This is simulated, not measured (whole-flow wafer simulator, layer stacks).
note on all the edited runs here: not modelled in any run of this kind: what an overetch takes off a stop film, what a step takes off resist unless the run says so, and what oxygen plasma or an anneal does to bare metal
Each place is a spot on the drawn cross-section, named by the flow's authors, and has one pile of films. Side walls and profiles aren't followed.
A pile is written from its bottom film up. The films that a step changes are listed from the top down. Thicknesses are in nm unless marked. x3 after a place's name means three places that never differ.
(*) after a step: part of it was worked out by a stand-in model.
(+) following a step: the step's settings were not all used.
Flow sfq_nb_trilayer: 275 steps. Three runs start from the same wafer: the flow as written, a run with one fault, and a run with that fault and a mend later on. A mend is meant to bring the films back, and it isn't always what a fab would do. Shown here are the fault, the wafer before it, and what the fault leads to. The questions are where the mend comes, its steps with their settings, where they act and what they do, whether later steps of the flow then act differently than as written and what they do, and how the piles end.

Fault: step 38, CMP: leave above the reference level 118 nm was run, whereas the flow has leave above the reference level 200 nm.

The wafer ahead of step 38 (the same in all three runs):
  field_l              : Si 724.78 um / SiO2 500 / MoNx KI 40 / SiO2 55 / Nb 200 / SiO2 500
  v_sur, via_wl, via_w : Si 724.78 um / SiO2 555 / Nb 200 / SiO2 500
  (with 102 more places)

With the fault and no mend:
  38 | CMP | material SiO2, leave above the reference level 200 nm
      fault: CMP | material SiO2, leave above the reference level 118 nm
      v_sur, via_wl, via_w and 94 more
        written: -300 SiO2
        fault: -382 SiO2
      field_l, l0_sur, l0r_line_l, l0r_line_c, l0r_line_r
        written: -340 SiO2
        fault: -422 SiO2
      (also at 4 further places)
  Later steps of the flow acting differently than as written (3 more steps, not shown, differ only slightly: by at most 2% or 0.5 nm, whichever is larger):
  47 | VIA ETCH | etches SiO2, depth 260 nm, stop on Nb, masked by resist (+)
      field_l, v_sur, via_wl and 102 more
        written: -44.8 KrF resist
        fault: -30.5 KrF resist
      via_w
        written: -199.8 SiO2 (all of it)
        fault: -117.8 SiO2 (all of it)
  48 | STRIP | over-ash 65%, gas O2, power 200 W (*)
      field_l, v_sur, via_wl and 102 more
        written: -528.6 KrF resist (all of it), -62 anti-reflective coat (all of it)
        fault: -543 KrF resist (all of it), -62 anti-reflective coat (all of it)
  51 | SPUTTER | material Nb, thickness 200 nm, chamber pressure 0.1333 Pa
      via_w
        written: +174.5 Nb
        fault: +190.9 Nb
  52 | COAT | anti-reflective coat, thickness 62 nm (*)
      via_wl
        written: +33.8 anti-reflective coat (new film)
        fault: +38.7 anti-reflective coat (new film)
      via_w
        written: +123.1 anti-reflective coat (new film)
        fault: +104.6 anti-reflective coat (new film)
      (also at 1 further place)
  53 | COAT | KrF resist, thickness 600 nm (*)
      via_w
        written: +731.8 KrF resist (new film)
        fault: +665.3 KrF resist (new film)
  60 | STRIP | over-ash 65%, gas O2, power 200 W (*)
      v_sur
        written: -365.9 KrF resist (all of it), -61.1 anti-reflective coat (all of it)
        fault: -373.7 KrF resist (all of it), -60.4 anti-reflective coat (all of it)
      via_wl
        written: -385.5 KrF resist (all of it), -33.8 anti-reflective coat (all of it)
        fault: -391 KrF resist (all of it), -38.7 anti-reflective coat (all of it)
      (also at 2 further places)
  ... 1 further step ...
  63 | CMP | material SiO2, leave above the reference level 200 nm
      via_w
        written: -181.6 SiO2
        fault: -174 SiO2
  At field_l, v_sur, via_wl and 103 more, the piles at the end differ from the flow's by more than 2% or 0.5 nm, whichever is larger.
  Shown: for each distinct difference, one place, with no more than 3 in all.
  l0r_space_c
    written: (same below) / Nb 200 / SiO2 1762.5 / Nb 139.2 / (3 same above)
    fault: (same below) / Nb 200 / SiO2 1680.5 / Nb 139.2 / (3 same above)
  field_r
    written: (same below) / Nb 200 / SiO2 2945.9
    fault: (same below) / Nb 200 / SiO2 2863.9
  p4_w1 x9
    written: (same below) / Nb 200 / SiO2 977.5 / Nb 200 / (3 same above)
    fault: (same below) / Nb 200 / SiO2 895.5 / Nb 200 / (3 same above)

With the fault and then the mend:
  The mend stands after step 45.
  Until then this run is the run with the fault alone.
  45a | STRIP | over-ash 65%, gas O2, power 200 W (*)
      field_l, v_sur, via_wl and 102 more
        -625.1 KrF resist (all of it), -62 anti-reflective coat (all of it)
      via_w
        -62 anti-reflective coat (all of it)
  45b | PECVD | material SiO2, thickness 82 nm, 150 C, 18.22 s, RF power 183.3 W, pressure 2.4 Torr, precursor SiH4/N2O (the flow's step 37, run once more with other settings)
      field_l, v_sur, via_wl and 103 more
        +82 SiO2
  45c | COAT | anti-reflective coat, thickness 62 nm (the flow's step 40, run once more)
      field_l, v_sur, via_wl and 103 more
        +62 anti-reflective coat (new film)
  45d | COAT | KrF resist, thickness 650 nm (the flow's step 41, run once more)
      field_l, v_sur, via_wl and 103 more
        +650 KrF resist (new film)
  45e | SOFTBAKE | KrF resist (the flow's step 42, run once more)
      leaves every film unchanged at each place that is followed
  45f | EXPOSE | photomask I0, dose 11.91 mJ/cm2, NA 0.6, wavelength 248 nm (*) (the flow's step 43, run once more)
      leaves every film unchanged at each place that is followed
  45g | PEB | KrF resist, 90 s (the flow's step 44, run once more)
      field_l, v_sur, via_wl and 103 more
        -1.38 KrF resist
  45h | DEVELOP | KrF resist, thickness 650 nm, 60 s (the flow's step 45, run once more)
      field_l, v_sur, via_wl and 102 more
        -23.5 KrF resist
      via_w
        -648.6 KrF resist (all of it)
  Every later step of the flow that is run acts as written, at every place that is followed, to within 2% or 0.5 nm, whichever is larger.
  When the end is reached, the piles differ only a little from the flow's at the places that both follow, at most by 2% or 0.5 nm, whichever is larger.
